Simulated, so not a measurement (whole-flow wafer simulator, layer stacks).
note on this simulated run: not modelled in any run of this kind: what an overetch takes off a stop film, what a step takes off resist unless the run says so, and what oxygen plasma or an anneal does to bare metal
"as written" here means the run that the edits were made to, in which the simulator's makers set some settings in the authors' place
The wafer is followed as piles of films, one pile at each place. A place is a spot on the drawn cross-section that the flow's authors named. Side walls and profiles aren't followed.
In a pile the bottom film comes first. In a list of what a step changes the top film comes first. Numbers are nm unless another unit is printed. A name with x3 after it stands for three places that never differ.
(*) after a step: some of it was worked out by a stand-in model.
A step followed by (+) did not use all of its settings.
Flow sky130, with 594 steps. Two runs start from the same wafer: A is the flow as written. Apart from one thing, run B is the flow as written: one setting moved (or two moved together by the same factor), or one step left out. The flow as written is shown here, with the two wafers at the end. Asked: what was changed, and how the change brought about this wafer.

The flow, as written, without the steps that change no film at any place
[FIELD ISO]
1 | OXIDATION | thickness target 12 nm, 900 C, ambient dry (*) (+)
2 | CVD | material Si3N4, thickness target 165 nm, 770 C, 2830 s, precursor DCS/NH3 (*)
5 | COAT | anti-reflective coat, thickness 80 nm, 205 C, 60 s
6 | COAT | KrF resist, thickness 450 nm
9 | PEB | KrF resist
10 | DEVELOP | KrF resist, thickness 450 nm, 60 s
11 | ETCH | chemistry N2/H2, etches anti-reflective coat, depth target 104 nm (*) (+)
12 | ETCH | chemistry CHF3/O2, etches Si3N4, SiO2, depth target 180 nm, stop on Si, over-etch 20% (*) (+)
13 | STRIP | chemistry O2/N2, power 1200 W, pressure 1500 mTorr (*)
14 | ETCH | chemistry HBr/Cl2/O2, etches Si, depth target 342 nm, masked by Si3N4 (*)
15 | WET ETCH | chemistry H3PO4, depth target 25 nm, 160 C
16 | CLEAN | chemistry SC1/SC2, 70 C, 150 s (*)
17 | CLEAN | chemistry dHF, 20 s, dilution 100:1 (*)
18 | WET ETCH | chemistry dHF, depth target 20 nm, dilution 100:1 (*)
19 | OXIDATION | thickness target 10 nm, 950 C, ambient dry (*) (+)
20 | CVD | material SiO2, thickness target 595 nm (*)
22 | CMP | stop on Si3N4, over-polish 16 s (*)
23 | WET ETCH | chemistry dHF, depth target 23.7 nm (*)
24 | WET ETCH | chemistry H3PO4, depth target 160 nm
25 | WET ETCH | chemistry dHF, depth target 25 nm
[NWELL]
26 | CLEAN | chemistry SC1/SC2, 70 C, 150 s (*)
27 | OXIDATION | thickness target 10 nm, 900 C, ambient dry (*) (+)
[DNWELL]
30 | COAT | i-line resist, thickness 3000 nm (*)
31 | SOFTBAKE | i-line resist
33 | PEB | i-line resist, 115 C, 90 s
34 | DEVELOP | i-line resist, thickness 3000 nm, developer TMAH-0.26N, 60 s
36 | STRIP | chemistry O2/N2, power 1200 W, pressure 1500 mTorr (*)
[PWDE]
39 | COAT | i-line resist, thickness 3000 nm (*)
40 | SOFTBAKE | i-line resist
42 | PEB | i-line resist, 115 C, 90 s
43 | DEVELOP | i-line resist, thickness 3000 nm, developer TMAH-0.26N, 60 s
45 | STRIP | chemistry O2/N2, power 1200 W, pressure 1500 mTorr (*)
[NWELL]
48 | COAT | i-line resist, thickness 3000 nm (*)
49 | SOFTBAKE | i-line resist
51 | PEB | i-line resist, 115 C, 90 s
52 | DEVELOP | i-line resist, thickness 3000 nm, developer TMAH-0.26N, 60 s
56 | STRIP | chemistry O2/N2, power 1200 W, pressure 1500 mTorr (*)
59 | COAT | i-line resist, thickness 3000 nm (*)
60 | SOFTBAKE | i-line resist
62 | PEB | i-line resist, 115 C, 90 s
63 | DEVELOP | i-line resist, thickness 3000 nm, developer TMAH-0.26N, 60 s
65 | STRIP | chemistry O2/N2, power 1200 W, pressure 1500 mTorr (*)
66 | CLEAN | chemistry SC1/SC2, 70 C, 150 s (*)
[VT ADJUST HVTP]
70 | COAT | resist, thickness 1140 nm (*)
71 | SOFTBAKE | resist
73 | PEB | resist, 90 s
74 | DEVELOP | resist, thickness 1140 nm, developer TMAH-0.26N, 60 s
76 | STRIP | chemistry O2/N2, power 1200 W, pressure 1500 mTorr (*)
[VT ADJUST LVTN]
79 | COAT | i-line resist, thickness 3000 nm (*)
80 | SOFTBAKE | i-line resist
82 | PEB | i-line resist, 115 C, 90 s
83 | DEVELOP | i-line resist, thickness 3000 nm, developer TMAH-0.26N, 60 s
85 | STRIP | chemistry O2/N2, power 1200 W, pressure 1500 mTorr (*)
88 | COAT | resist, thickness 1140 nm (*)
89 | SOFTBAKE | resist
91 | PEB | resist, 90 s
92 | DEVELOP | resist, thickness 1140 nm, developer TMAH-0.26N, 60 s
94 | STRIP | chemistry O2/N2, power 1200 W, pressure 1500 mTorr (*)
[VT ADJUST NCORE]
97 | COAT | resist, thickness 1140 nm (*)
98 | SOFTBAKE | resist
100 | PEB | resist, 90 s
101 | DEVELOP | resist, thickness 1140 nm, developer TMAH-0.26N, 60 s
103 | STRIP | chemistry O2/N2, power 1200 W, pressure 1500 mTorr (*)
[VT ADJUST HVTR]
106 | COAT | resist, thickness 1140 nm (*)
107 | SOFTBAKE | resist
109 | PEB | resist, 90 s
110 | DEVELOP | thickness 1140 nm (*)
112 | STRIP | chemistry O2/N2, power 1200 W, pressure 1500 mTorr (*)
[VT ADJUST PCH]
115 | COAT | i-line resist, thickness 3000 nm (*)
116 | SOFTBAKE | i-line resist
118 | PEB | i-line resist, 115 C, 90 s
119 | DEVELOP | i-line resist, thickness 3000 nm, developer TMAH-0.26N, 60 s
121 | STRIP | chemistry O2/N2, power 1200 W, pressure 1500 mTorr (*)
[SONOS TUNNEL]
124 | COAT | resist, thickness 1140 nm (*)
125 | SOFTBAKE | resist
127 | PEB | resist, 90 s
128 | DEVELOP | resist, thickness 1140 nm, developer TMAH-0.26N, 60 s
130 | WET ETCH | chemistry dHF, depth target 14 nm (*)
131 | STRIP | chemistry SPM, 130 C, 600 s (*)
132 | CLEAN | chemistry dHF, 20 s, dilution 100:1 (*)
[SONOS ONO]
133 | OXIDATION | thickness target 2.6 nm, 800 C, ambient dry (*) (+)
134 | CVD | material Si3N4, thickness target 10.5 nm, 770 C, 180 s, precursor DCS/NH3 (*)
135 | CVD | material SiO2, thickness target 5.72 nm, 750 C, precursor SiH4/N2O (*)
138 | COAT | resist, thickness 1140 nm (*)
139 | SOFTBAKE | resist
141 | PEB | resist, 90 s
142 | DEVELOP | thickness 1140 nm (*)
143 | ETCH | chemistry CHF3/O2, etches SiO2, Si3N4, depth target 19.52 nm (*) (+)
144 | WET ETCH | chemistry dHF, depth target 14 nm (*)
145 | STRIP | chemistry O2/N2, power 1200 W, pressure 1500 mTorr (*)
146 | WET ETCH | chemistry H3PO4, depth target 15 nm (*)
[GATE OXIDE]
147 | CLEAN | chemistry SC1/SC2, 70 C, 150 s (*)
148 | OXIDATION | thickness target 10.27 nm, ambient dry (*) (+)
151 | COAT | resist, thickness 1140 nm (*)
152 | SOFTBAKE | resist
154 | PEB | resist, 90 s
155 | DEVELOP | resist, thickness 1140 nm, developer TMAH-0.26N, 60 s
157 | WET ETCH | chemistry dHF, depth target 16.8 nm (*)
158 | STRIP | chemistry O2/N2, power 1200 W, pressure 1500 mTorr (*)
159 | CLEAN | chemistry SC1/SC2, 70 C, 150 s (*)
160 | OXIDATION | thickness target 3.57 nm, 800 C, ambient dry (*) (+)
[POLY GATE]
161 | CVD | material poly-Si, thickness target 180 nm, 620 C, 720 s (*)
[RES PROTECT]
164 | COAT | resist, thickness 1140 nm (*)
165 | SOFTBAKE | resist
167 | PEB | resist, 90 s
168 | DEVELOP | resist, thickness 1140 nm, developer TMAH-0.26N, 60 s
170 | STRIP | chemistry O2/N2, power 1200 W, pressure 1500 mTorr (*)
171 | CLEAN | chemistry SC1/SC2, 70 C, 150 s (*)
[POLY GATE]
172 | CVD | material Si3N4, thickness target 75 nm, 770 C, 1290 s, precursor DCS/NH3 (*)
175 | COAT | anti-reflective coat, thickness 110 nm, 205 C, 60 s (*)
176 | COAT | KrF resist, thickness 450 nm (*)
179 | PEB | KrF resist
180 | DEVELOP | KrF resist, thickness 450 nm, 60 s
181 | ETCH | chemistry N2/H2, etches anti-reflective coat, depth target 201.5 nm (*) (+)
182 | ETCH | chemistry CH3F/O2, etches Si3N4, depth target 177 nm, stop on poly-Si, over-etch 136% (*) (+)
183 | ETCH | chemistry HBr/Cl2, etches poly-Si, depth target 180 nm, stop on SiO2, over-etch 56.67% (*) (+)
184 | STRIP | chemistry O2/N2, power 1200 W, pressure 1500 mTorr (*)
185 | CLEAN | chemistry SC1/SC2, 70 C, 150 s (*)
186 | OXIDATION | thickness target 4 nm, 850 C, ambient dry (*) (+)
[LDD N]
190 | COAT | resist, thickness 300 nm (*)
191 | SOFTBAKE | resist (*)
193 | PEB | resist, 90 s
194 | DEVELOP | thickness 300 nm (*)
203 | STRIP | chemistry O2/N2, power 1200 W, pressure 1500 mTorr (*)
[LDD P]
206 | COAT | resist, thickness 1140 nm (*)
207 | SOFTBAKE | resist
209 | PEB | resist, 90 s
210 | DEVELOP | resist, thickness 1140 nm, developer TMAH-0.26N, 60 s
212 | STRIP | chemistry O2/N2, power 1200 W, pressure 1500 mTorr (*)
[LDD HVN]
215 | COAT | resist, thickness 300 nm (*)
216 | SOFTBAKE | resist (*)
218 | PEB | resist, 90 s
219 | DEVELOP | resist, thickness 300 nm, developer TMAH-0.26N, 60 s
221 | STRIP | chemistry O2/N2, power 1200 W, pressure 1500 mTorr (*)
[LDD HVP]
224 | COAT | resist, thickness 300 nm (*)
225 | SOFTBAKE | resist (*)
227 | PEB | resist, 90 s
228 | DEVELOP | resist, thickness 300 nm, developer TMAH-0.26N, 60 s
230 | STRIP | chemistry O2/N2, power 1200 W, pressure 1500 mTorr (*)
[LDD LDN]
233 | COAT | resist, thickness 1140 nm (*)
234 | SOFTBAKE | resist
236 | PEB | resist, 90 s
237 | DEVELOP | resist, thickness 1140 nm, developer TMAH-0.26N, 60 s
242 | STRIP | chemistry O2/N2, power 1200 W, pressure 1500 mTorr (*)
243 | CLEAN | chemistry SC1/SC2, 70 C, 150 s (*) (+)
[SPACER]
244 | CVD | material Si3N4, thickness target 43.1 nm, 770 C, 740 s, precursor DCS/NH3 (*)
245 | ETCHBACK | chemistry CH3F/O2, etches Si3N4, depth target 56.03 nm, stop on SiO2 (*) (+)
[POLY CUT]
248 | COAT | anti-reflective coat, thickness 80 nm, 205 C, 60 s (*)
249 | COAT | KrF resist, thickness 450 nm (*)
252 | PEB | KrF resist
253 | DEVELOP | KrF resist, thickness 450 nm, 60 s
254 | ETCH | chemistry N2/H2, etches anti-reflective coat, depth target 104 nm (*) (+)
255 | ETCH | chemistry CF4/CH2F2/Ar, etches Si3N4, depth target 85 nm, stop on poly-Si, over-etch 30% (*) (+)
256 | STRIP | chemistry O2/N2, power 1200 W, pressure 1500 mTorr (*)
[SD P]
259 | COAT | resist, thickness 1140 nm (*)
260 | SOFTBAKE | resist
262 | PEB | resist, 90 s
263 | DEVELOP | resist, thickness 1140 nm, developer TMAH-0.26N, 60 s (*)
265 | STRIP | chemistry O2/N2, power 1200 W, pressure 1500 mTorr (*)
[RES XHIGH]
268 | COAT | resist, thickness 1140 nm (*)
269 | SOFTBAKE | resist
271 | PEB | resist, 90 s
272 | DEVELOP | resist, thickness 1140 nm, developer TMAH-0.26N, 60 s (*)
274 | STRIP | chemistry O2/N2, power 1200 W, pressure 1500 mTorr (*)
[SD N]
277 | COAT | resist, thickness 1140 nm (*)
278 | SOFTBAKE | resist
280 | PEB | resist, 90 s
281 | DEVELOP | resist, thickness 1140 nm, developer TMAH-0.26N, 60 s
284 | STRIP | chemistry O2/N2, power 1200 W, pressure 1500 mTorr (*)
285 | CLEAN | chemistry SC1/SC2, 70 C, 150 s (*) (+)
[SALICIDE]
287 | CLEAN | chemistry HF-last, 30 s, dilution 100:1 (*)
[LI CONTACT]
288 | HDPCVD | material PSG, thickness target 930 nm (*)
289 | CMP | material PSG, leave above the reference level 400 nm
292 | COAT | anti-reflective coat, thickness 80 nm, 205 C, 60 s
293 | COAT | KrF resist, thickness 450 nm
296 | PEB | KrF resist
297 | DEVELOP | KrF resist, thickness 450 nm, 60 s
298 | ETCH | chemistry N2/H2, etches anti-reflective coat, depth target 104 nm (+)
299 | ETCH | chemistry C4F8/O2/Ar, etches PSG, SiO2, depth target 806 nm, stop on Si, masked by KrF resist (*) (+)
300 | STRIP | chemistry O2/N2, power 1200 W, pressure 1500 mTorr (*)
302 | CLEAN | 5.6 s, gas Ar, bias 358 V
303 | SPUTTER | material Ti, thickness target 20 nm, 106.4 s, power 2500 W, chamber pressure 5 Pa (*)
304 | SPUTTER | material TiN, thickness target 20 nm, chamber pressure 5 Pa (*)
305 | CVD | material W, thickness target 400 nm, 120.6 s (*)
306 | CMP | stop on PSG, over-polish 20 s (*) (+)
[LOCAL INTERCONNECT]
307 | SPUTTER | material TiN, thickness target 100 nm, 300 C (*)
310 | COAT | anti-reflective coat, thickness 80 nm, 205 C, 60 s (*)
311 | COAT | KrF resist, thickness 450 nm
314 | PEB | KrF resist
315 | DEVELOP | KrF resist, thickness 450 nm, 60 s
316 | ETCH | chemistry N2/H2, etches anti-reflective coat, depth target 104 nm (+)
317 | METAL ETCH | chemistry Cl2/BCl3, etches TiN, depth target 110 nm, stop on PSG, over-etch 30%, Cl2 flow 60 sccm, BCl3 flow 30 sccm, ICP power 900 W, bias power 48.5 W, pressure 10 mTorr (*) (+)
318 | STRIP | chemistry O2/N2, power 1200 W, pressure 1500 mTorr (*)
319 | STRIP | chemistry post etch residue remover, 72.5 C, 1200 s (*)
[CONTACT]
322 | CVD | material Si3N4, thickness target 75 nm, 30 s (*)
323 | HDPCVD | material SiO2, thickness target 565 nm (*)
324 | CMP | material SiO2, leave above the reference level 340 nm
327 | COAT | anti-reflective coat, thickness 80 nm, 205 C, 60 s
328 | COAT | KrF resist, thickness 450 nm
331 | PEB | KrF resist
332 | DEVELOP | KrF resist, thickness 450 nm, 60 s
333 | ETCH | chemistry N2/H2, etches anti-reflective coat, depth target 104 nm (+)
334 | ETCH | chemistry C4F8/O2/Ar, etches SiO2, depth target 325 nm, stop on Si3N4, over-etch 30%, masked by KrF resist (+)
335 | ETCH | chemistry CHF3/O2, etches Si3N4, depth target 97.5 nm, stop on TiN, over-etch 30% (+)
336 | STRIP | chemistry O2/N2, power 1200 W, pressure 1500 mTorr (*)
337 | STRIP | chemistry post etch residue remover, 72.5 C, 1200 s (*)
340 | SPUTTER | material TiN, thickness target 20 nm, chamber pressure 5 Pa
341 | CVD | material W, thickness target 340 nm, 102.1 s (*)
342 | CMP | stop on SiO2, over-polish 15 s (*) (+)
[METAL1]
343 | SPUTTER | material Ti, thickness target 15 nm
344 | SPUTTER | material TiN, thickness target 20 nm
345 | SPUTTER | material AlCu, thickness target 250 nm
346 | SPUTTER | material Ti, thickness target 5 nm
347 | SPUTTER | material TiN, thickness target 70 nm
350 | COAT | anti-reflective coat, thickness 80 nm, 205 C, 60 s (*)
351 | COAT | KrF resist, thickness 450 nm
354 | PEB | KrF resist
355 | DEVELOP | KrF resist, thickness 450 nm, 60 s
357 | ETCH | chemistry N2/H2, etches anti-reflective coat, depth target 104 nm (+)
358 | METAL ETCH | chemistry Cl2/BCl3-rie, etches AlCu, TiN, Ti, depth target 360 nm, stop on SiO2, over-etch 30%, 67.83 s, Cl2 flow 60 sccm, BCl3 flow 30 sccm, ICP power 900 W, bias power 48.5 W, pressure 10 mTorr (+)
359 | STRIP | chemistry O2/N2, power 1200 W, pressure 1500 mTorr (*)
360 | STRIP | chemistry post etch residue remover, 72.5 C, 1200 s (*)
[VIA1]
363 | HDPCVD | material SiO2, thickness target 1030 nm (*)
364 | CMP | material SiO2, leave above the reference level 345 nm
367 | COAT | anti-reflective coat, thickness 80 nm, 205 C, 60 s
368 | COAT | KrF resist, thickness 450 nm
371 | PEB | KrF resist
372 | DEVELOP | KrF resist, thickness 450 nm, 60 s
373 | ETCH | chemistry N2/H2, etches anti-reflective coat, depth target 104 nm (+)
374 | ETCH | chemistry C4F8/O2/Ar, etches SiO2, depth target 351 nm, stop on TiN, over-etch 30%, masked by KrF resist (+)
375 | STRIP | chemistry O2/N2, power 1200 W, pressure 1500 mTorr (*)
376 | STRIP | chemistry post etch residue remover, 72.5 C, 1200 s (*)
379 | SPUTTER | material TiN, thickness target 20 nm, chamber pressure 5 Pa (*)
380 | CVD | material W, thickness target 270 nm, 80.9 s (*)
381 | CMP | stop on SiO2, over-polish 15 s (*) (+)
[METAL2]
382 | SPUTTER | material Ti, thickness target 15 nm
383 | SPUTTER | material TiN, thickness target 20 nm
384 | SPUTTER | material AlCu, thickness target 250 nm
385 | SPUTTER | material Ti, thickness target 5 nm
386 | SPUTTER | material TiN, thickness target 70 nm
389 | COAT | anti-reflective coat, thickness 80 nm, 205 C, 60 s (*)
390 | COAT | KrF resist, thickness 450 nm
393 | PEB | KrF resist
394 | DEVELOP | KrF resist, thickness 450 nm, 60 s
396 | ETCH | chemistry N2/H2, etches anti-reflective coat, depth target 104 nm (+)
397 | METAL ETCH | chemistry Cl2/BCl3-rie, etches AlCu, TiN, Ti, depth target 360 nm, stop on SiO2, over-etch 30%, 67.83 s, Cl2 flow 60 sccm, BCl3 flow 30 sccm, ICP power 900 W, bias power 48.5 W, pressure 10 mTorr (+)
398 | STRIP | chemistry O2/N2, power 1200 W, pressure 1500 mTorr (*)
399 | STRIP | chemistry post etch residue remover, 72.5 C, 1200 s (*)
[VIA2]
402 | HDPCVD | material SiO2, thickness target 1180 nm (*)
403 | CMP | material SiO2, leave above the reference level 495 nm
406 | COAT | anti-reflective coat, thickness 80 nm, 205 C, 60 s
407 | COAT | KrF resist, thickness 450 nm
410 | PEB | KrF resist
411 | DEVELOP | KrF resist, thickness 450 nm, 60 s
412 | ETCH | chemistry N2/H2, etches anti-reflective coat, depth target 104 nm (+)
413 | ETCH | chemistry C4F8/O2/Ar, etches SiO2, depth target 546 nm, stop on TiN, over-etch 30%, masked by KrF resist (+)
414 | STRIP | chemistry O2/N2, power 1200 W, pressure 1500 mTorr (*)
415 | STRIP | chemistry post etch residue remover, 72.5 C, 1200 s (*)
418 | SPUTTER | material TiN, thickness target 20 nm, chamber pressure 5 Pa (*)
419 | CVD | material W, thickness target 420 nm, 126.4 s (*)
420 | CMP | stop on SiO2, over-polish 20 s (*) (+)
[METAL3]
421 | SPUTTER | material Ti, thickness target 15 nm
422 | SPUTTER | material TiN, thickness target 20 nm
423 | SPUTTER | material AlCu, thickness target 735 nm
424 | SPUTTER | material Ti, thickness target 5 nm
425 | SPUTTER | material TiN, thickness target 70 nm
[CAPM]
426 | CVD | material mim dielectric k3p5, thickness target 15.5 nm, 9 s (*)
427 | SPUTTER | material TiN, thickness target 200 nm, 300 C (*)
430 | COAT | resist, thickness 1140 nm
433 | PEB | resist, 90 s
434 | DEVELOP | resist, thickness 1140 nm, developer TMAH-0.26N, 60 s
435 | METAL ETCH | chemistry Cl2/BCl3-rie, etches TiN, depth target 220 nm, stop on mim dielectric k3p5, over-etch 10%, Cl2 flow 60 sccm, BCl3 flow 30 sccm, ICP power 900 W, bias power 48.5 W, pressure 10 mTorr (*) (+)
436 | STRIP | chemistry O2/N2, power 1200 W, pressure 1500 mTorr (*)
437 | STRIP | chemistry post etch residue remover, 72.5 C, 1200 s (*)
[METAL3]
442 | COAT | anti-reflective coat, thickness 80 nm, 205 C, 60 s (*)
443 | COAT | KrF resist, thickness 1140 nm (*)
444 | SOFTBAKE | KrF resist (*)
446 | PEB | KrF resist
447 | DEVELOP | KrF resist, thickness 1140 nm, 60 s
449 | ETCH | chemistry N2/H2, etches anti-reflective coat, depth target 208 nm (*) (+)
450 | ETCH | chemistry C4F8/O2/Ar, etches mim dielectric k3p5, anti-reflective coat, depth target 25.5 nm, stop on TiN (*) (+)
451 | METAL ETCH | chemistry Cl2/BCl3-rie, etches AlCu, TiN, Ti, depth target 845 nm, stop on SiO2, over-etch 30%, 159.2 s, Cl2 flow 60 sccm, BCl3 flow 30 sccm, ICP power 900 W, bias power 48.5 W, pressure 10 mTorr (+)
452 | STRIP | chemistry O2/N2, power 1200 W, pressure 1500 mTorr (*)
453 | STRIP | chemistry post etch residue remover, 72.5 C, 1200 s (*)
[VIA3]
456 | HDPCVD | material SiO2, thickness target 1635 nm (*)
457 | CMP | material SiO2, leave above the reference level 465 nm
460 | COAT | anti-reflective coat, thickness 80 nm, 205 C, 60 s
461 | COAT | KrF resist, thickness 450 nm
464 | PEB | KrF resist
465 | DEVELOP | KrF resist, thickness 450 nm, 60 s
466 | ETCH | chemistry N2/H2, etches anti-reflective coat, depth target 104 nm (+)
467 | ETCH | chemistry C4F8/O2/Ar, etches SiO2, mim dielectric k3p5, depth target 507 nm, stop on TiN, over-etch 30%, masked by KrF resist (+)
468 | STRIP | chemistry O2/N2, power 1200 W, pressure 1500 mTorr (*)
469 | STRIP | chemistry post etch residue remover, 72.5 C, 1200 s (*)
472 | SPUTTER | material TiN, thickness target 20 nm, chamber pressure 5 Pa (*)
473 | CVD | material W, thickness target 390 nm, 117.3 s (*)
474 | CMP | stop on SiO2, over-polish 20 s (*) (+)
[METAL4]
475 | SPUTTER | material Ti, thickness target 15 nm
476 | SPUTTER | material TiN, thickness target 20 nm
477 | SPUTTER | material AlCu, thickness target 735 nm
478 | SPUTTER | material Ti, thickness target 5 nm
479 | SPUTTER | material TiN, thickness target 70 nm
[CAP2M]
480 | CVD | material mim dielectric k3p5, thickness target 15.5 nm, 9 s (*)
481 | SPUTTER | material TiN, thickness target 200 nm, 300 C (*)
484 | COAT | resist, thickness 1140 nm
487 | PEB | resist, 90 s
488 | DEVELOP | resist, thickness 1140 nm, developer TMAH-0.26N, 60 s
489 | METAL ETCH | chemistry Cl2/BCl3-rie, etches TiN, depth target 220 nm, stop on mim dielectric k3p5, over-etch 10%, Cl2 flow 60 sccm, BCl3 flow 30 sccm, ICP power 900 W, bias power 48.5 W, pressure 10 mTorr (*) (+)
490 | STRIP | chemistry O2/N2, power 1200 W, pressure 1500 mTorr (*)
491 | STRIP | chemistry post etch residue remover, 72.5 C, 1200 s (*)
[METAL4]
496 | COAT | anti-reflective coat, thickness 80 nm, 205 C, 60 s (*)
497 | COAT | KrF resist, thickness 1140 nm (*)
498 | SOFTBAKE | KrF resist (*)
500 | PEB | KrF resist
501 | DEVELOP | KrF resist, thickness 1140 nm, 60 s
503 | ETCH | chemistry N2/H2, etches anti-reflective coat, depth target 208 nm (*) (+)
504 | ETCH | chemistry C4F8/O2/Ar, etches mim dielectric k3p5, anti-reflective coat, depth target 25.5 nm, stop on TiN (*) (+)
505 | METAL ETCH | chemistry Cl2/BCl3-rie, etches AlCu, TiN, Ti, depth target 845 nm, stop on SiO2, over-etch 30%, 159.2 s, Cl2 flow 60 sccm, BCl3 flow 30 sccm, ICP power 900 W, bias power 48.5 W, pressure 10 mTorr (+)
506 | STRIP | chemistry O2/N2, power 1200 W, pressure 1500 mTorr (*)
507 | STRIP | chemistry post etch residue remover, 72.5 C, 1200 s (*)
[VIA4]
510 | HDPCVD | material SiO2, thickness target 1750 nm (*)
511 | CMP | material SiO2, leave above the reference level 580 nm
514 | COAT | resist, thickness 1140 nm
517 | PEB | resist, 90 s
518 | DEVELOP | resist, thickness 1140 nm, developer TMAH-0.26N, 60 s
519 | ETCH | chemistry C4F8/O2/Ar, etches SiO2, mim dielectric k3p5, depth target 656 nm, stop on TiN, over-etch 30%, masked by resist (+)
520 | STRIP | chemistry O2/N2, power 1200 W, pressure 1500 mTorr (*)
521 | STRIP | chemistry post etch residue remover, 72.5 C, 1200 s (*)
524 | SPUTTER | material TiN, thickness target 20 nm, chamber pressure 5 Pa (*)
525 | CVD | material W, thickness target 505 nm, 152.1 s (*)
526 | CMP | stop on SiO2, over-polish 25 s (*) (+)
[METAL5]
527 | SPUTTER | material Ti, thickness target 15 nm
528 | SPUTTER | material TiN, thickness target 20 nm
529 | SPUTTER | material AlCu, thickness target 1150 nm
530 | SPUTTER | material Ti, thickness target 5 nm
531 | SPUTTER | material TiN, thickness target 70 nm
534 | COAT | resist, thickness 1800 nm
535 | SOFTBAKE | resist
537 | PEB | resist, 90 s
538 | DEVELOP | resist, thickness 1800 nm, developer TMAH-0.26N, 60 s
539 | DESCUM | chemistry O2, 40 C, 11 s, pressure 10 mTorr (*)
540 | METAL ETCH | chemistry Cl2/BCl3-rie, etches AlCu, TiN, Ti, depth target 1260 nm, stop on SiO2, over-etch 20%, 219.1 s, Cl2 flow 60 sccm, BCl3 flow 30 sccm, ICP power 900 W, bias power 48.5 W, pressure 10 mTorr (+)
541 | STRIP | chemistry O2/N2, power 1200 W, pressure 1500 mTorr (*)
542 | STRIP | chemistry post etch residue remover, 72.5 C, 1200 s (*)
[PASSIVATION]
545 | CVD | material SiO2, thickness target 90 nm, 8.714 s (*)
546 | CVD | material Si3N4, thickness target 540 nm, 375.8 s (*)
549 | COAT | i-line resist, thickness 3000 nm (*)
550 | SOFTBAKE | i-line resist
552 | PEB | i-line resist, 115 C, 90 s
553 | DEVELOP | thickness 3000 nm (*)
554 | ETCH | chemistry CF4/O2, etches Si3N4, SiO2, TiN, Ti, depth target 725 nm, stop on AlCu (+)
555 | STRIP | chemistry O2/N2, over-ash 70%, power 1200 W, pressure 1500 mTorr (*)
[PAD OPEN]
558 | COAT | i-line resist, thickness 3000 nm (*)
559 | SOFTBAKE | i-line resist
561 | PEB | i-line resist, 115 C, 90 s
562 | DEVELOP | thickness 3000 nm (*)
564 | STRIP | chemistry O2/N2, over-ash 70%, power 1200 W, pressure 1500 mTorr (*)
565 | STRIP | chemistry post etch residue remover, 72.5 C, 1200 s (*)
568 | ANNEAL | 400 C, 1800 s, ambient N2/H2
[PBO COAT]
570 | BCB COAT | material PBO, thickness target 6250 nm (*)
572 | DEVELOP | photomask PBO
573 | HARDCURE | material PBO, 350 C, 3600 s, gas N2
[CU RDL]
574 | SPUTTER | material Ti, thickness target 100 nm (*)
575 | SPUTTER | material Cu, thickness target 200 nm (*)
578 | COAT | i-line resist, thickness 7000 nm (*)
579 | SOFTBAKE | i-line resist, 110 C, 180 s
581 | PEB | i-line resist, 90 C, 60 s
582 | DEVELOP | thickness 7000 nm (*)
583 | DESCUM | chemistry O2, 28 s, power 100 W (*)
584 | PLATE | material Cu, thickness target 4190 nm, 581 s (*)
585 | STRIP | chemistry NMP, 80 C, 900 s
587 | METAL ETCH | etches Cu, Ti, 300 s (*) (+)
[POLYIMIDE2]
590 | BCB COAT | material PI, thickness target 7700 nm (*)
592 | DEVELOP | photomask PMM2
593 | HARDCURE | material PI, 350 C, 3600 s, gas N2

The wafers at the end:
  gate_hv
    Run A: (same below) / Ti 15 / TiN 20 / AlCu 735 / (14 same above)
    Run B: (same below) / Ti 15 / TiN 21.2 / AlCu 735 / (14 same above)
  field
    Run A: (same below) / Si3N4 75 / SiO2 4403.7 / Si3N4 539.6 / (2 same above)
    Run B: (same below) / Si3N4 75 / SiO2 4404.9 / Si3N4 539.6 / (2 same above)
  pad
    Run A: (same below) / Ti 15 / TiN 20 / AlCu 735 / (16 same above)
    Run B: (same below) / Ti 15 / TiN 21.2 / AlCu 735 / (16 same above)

What caused this: step 422, SPUTTER: thickness target 21.2 nm was run, though the flow has thickness target 20 nm.
One can read it off the wafer: gate_hv has TiN 21.2, and step 422 as written asks for 20 nm.

How this came from the change, step by step:
  422 | SPUTTER | material TiN, thickness target 20 nm
      field, active, n_well and 188 more: A +20 TiN (new film) | B +21.2 TiN (new film)
  451 | METAL ETCH | chemistry Cl2/BCl3-rie, etches AlCu, TiN, Ti, depth target 845 nm, stop on SiO2, over-etch 30%, 159.2 s, Cl2 flow 60 sccm, BCl3 flow 30 sccm, ICP power 900 W, bias power 48.5 W, pressure 10 mTorr (+)
      field, active, gate and 69 more: A -70 TiN (all of it), -5 Ti (all of it), -735 AlCu (all of it), -20 TiN (all of it), -15 Ti (all of it), -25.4 SiO2 | B -70 TiN (all of it), -5 Ti (all of it), -735 AlCu (all of it), -21.2 TiN (all of it), -15 Ti (all of it), -25.2 SiO2
      vpp_ln, vpp_iso2, ndiff_ln and 10 more: A -70 TiN (all of it), -5 Ti (all of it), -735 AlCu (all of it), -20 TiN (all of it), -15 Ti (all of it), -25.3 SiO2 | B -70 TiN (all of it), -5 Ti (all of it), -735 AlCu (all of it), -21.2 TiN (all of it), -15 Ti (all of it), -25.2 SiO2
